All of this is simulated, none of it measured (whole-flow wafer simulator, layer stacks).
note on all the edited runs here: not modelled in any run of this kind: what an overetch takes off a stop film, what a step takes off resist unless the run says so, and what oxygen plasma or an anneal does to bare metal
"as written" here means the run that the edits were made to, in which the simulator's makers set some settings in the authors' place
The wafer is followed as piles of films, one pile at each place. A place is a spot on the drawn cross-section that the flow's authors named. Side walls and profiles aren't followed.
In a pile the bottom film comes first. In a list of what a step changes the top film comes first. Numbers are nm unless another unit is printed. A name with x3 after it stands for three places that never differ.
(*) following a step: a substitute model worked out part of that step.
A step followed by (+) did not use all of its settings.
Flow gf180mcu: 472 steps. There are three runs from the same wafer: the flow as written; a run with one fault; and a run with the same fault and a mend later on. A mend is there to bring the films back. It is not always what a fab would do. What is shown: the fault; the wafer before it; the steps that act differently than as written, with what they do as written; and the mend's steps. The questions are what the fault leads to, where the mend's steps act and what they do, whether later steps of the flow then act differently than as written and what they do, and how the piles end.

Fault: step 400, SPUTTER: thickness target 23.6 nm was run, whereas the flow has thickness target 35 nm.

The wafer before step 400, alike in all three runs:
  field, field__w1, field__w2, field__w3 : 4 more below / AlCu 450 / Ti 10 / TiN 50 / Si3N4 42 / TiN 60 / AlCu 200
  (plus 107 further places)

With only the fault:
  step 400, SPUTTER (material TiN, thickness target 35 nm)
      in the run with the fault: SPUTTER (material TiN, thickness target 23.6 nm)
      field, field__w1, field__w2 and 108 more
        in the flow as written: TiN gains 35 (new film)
        in the run with the fault: TiN gains 23.6 (new film)
  Steps further on in the flow that do not act as written (9 other steps are not shown; they differ only slightly, by no more than 2% or 0.5 nm, whichever is larger):
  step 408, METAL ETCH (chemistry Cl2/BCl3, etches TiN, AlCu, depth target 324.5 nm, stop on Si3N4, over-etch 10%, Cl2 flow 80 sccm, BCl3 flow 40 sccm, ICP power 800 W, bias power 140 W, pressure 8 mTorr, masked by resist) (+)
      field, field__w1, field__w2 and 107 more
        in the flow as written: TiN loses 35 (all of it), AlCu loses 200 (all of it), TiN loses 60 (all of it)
        in the run with the fault: TiN loses 23.6 (all of it), AlCu loses 200 (all of it), TiN loses 60 (all of it)
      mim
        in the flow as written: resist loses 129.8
        in the run with the fault: resist loses 124.8
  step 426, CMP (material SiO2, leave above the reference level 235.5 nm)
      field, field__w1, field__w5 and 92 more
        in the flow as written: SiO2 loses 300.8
        in the run with the fault: SiO2 loses 312.2
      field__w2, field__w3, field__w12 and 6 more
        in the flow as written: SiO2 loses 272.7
        in the run with the fault: SiO2 loses 284.1
  By the end, the piles at mim depart from the flow's by more than 2% or 0.5 nm, whichever is larger.
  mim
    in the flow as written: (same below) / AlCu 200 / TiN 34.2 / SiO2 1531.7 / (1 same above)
    in the run with the fault: (same below) / AlCu 200 / TiN 22.8 / SiO2 1531.7 / (1 same above)

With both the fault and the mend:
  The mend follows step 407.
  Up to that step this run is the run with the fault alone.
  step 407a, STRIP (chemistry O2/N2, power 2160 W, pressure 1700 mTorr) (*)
      mim
        resist loses 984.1 (all of it)
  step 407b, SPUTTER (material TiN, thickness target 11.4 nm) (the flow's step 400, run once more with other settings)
      field, field__w1, field__w2 and 108 more
        TiN gains 11.4
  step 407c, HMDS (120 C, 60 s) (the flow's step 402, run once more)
      does not change any film at any place that is followed
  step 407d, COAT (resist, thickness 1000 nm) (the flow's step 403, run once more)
      field, field__w1, field__w2 and 108 more
        resist gains 1000 (new film)
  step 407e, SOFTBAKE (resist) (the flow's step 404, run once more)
      does not change any film at any place that is followed
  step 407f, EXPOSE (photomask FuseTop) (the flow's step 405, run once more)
      does not change any film at any place that is followed
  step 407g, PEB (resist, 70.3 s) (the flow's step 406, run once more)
      field, field__w1, field__w2 and 108 more
        resist loses 15.9
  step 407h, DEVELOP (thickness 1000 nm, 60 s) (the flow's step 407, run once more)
      field, field__w1, field__w2 and 107 more
        resist loses 984.1 (all of it)
  None of the later steps of the flow acts differently than as written at any place that is followed.
  The piles end the same as the flow's at every place that both follow.
